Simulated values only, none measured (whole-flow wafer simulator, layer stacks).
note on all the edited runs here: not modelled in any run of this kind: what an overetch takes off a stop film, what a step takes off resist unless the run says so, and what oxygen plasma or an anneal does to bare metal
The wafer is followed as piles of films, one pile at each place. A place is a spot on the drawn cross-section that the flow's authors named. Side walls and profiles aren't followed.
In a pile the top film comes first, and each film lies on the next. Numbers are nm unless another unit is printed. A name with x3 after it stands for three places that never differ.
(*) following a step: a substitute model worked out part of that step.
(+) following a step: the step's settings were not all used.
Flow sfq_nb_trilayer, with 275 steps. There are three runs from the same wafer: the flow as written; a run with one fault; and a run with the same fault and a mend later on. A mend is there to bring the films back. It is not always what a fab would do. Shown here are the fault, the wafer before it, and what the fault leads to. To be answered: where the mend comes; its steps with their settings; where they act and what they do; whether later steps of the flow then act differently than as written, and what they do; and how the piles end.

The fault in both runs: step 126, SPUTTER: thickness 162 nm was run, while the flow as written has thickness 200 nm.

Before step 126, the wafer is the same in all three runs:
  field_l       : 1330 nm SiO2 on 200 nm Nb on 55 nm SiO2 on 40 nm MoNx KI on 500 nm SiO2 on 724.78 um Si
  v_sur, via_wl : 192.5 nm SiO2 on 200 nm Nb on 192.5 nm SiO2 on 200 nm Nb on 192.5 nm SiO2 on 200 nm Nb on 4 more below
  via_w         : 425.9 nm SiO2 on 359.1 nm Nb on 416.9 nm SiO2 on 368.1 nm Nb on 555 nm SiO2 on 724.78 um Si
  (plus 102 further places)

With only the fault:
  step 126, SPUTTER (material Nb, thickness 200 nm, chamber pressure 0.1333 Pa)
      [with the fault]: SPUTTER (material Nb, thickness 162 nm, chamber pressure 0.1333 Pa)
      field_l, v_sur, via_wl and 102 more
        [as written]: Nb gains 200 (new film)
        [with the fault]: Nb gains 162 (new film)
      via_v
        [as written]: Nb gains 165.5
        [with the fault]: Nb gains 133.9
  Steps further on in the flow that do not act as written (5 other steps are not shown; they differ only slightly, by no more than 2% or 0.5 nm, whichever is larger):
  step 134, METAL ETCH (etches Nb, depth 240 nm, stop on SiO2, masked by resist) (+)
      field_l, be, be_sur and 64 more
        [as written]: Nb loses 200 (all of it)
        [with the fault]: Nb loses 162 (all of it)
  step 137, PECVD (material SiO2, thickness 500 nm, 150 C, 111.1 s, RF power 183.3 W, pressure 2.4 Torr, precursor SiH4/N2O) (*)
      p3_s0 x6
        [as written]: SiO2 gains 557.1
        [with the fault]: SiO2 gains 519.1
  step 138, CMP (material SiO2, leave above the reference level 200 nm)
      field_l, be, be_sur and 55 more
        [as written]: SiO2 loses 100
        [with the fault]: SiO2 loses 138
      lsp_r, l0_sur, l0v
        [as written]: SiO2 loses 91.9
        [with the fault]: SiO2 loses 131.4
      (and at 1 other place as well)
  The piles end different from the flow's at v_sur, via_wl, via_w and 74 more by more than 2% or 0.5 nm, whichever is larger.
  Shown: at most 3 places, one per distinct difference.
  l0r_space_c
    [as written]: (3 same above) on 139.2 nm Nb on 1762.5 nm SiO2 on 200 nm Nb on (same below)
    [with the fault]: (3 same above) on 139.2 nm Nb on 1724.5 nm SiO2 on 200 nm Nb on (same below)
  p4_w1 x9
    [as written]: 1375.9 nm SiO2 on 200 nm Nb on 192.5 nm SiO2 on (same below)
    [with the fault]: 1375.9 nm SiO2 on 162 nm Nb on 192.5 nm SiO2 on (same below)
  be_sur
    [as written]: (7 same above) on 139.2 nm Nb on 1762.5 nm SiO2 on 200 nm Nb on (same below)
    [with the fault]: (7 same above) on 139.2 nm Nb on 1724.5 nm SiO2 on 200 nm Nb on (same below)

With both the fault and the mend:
  The mend follows step 126.
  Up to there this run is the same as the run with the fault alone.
  step 126a, SPUTTER (material Nb, thickness 38 nm, chamber pressure 0.1333 Pa) (the flow's step 126, run once more with other settings)
      field_l, v_sur, via_wl and 102 more
        Nb gains 38
      via_v
        Nb gains 29.2
  None of the later steps of the flow differs from how it acts as written, at any place that is followed, by more than 2% or 0.5 nm, whichever is larger.
  At the end the piles are close to the flow's at the places that both follow, differing by at most 2% or 0.5 nm, whichever is larger.
